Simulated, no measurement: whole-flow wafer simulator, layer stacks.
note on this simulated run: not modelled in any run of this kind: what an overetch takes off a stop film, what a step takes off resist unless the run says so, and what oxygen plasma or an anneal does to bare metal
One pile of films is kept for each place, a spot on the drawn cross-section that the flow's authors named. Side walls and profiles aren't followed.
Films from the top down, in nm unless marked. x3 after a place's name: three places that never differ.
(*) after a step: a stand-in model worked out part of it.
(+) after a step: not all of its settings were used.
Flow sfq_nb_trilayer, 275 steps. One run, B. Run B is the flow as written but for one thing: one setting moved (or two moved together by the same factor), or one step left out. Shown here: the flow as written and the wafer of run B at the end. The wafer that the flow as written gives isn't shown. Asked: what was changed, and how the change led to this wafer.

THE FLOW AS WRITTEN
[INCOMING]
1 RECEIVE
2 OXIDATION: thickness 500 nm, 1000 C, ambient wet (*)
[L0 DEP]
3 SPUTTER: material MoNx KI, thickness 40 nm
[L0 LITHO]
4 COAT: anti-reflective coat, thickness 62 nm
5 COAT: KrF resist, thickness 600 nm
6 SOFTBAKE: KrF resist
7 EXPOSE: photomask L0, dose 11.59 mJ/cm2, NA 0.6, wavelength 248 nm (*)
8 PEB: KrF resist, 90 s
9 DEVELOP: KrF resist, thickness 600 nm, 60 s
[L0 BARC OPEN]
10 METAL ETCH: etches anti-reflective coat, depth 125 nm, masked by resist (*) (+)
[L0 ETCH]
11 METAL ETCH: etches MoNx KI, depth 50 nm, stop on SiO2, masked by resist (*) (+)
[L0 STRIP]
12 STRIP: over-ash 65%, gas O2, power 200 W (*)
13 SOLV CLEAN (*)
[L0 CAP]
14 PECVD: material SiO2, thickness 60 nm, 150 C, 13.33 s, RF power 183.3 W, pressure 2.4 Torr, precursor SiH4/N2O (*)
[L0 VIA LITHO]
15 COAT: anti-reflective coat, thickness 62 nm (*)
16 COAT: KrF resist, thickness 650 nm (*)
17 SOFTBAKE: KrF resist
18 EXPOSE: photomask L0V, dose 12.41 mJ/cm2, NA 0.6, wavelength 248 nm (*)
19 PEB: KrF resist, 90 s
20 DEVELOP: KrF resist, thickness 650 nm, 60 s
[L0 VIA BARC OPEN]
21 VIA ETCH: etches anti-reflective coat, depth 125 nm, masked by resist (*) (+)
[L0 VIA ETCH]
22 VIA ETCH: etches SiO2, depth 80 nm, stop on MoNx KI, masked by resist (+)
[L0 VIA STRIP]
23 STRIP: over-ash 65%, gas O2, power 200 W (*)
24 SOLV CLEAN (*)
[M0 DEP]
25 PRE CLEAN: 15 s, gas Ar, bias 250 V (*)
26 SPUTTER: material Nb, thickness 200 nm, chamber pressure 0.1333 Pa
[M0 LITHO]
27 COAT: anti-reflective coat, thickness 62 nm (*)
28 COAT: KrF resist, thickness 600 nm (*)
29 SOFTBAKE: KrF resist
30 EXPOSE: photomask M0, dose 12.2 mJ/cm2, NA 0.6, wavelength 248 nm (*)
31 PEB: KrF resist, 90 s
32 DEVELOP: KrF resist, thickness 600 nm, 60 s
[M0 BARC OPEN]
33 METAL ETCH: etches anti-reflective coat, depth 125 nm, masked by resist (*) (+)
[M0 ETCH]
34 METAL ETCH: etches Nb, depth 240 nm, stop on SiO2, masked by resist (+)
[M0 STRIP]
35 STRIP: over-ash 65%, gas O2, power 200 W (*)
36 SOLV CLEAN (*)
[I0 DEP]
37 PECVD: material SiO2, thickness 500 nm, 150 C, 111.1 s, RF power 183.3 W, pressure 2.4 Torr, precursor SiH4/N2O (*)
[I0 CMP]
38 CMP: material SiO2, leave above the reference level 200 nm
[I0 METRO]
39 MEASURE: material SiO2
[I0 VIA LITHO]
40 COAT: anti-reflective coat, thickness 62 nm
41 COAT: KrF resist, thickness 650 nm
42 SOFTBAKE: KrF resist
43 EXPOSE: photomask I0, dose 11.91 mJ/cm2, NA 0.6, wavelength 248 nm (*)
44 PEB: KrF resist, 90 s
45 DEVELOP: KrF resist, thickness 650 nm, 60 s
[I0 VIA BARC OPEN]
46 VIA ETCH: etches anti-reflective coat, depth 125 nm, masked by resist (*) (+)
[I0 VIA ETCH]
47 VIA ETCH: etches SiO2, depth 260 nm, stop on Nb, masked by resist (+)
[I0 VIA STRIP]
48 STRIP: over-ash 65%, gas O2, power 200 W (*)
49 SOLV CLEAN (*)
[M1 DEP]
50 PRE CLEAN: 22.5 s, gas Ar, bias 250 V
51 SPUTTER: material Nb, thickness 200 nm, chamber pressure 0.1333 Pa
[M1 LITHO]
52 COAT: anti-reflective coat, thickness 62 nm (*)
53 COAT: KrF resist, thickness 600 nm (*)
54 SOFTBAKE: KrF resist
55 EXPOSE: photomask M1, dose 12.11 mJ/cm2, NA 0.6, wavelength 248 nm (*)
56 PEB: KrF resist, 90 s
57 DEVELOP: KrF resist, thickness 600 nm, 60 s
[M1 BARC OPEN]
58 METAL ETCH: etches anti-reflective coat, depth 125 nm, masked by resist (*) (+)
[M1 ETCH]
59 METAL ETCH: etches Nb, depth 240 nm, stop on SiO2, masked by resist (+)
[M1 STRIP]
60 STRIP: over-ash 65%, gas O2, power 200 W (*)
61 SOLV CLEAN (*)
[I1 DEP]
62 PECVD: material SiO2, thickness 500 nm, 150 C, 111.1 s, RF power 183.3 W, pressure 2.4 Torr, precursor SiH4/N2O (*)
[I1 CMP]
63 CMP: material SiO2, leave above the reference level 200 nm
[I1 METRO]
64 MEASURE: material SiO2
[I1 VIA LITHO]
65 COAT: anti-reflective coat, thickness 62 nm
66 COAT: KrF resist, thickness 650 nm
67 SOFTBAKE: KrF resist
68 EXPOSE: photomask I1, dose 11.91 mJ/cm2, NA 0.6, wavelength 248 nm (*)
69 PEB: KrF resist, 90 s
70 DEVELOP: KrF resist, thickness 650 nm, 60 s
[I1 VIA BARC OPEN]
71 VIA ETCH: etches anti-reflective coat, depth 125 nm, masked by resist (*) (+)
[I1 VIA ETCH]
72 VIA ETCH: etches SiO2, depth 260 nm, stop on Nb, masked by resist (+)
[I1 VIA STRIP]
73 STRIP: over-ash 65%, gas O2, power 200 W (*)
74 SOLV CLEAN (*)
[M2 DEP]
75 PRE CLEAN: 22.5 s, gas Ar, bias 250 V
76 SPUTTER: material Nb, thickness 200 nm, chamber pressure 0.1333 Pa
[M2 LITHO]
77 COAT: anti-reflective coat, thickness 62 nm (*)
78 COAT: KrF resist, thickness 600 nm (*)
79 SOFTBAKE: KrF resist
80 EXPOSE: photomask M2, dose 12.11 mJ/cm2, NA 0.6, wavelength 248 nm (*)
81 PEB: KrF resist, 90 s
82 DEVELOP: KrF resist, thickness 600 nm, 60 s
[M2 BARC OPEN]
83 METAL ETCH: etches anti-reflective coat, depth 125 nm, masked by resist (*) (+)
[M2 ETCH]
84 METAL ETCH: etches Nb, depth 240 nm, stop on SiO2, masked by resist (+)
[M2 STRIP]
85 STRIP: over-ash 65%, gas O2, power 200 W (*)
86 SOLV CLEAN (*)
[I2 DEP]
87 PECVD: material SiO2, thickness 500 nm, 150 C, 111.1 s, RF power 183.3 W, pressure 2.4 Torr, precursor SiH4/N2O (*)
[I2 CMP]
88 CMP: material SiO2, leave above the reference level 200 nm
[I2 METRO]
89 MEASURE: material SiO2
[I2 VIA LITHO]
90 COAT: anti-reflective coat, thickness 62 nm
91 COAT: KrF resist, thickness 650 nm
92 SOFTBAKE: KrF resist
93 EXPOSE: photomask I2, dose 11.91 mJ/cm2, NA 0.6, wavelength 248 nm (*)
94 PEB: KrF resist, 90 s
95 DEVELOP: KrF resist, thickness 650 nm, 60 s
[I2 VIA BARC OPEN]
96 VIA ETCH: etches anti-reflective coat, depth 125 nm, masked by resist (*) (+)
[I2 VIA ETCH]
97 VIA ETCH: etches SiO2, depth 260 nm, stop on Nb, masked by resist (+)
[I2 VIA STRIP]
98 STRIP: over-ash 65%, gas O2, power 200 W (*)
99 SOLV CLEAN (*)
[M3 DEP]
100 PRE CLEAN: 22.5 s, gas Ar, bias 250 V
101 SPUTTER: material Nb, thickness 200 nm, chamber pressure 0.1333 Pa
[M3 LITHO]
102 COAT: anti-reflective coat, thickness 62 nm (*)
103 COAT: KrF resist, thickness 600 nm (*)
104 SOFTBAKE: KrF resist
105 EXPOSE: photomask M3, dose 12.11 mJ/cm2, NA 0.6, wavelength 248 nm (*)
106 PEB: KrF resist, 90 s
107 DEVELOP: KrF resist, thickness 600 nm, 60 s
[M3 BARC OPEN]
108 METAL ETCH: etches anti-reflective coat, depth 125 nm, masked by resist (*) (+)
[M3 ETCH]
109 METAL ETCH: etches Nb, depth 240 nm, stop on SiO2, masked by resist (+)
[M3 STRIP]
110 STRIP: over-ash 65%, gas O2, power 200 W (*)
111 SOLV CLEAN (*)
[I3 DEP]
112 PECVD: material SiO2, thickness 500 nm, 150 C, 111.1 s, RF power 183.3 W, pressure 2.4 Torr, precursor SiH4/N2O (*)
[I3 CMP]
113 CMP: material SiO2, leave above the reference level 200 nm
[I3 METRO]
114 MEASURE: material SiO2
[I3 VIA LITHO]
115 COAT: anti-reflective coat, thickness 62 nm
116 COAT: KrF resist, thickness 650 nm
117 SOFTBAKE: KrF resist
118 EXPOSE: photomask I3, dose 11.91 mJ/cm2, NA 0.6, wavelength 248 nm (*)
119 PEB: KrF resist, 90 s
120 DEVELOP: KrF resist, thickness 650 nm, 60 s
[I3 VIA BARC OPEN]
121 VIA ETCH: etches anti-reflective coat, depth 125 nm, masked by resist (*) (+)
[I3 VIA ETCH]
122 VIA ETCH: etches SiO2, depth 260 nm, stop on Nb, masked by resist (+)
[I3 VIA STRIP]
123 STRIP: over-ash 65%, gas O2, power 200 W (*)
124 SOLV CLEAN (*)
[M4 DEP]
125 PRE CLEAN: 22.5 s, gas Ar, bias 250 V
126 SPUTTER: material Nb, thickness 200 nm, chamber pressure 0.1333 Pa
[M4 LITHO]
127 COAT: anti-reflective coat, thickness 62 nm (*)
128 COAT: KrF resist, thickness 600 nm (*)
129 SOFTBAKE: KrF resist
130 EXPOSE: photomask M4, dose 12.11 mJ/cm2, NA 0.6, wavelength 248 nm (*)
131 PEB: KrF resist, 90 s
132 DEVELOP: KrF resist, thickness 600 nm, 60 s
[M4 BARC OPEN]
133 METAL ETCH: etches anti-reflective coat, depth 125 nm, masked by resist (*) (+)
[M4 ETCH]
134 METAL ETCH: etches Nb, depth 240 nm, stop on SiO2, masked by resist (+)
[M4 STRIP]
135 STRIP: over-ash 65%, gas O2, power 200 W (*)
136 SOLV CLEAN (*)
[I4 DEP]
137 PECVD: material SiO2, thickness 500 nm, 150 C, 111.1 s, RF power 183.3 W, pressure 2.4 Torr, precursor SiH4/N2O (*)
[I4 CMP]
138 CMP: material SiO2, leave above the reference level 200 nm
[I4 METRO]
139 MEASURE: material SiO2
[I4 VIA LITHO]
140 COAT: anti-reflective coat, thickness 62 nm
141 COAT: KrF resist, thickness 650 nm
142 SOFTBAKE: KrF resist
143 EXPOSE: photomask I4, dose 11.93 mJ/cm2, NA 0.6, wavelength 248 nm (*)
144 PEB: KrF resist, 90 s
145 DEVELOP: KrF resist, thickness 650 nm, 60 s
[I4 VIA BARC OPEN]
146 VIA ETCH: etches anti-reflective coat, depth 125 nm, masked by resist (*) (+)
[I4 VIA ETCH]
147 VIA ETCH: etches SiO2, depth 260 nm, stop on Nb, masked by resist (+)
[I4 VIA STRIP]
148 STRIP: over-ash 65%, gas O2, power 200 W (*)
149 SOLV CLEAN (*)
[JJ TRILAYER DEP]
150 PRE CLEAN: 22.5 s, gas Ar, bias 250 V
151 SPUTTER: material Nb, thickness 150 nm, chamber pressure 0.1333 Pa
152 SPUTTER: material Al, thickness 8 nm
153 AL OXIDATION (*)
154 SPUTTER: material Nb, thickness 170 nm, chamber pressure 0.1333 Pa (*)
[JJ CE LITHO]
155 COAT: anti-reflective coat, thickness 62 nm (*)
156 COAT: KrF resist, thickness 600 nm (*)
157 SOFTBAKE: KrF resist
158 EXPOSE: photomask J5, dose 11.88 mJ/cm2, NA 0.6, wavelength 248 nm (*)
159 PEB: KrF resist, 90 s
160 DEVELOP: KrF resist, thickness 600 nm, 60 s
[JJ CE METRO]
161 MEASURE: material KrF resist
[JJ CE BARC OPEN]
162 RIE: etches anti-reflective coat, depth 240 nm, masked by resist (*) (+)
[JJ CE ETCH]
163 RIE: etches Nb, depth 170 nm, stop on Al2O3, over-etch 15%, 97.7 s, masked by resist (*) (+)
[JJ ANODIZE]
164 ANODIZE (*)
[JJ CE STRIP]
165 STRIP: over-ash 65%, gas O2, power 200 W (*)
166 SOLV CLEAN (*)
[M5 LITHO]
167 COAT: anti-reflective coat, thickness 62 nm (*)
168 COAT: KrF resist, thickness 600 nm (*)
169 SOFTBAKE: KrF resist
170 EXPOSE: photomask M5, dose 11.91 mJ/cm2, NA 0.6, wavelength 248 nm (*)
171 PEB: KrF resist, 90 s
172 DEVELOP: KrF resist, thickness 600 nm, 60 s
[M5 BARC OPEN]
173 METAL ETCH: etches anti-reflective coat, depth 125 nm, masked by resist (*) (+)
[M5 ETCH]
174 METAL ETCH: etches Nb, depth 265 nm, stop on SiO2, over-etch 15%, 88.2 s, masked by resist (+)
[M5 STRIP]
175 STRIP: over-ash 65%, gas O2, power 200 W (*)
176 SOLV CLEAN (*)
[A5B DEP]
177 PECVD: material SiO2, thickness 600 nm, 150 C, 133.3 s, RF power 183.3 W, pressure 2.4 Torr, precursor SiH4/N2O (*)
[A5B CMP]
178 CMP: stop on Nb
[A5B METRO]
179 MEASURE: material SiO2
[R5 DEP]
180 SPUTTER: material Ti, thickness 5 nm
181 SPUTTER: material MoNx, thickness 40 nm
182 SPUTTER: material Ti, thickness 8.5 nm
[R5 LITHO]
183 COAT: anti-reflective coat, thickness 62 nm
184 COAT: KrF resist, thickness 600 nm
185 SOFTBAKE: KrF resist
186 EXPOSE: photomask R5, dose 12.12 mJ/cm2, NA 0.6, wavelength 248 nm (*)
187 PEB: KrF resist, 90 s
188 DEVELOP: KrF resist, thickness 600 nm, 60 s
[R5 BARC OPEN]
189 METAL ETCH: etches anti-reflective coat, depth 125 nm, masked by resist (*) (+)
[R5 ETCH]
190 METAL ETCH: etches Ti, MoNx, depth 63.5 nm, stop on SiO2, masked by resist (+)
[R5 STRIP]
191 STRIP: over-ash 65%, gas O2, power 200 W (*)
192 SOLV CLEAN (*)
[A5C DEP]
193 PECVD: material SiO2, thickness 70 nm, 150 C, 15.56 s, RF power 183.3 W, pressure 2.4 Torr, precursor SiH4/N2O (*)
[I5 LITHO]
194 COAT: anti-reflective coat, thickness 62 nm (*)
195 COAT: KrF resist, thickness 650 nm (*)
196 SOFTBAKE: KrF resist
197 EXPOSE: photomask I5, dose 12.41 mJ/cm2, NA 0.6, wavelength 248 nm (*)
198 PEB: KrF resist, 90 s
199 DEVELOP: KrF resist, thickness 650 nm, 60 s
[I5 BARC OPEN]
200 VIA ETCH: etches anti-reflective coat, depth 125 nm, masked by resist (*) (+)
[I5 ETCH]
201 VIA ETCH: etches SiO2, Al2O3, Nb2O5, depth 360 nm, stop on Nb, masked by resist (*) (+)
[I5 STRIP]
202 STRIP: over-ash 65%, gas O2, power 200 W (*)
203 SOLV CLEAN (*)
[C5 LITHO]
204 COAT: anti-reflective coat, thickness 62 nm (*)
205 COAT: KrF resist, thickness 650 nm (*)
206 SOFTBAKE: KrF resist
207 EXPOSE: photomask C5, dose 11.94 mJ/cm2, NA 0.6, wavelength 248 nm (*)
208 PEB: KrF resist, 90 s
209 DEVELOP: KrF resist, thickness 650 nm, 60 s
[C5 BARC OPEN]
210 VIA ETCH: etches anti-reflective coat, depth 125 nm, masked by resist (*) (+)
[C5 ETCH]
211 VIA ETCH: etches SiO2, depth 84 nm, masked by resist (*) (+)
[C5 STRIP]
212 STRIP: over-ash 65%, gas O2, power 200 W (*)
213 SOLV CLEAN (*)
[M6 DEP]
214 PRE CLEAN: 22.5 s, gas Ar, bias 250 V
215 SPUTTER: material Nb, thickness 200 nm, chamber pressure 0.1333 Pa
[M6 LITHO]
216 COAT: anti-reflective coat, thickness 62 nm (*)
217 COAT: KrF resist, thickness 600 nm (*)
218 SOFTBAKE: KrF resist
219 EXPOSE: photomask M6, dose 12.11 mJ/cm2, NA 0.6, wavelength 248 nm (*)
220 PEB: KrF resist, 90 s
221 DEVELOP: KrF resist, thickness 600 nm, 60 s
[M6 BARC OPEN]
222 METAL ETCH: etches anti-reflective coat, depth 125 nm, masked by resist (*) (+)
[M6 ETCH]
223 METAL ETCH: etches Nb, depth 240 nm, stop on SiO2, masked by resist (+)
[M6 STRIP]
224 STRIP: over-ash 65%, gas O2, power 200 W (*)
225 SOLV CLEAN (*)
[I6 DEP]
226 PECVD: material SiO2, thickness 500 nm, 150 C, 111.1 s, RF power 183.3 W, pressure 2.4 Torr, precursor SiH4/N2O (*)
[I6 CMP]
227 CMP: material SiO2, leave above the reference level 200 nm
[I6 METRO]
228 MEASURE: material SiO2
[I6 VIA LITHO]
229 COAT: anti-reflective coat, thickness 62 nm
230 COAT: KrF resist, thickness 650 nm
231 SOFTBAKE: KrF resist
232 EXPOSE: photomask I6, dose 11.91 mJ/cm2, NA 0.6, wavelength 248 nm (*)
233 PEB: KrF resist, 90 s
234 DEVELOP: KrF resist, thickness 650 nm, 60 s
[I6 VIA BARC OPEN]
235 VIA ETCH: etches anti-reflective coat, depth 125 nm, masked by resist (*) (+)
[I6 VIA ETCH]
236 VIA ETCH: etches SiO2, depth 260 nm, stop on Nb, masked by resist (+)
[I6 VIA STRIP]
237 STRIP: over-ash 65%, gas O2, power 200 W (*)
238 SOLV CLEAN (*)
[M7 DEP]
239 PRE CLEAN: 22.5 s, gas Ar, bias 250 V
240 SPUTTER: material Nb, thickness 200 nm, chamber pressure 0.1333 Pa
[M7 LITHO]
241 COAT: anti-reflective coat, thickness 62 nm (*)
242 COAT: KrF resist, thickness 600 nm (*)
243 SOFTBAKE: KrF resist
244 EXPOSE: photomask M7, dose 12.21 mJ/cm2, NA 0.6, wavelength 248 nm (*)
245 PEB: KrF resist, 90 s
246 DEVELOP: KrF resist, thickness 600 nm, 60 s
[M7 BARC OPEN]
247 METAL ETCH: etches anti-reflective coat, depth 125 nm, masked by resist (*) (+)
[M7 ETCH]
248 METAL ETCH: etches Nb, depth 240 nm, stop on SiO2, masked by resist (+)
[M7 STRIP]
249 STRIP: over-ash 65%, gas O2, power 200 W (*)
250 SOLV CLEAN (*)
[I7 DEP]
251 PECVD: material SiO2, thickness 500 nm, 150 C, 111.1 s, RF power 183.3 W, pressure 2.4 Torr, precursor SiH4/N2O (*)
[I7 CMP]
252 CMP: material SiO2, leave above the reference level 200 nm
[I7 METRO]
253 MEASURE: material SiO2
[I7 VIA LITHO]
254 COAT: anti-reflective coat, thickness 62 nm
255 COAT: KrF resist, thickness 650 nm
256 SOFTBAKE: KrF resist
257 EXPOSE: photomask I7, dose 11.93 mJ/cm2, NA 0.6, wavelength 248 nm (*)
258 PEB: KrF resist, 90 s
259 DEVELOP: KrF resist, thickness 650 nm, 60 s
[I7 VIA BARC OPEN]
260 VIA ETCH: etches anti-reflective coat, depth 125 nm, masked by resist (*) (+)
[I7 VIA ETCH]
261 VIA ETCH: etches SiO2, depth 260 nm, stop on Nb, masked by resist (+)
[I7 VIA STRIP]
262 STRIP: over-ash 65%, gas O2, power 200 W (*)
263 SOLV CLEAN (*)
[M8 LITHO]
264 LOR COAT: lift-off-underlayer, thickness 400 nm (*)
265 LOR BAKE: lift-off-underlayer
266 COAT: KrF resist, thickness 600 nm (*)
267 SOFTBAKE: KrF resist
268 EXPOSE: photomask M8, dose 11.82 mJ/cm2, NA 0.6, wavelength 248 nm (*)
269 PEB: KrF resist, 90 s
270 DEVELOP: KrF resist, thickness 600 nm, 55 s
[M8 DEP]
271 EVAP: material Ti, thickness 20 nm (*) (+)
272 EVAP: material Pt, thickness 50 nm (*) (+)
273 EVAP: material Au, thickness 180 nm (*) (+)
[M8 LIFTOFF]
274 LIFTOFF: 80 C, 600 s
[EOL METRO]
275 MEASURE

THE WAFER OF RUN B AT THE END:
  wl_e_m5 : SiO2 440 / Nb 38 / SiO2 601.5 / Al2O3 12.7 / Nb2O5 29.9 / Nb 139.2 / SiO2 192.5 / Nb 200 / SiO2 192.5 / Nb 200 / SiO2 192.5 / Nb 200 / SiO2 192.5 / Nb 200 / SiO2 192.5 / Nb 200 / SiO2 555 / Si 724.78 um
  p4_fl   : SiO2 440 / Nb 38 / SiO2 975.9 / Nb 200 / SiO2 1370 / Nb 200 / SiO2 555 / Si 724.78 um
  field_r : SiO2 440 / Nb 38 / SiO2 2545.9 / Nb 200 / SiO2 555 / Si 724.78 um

The cause: step 240, SPUTTER: thickness 278 nm was run, where the flow has thickness 200 nm.

How the change led to this, step by step:
  240 SPUTTER: material Nb, thickness 200 nm, chamber pressure 0.1333 Pa
      field_l, v_sur, via_wl and 102 more: Nb +278 (new film) (as written it would be: Nb +200 (new film))
      via_v: Nb +224.4 (as written it would be: Nb +161.1)
  248 METAL ETCH: etches Nb, depth 240 nm, stop on SiO2, masked by resist (+)
      field_l, field_r, lsp_l and 62 more: Nb -240 (as written it would be: Nb -200 (all of it))
  251 PECVD: material SiO2, thickness 500 nm, 150 C, 111.1 s, RF power 183.3 W, pressure 2.4 Torr, precursor SiH4/N2O (*)
      field_l, p4_fl, p4_fm and 56 more: SiO2 +500 (new film) (as written it would be: SiO2 +500)
      field_r, lsp_l: SiO2 +473.2 (new film) (as written it would be: SiO2 +477.7)
      (and at 4 more places)
  252 CMP: material SiO2, leave above the reference level 200 nm
      field_l, p4_fl, p4_fm and 56 more: SiO2 -60 (as written it would be: SiO2 -100)
      field_r, lsp_l: SiO2 -33.2 (as written it would be: SiO2 -77.7)
      (and at 3 more places)
Counting metal films that touch as one body, wl_e_m5 has 7 bodies (between them, from the top down: SiO2 601.5 / Al2O3 12.7 / Nb2O5 29.9; SiO2 192.5; SiO2 192.5; SiO2 192.5; SiO2 192.5; SiO2 192.5); the flow as written gives 6 bodies (between them, from the top down: SiO2 192.5; SiO2 192.5; SiO2 192.5; SiO2 192.5; SiO2 192.5).
Counting metal films that touch as one body, p4_fl has 3 bodies (between them, from the top down: SiO2 975.9; SiO2 1370); the flow as written gives 2 bodies (between them, from the top down: SiO2 1370).
Counting metal films that touch as one body, field_r has 2 bodies (between them, from the top down: SiO2 2545.9); the flow as written gives 1 body.
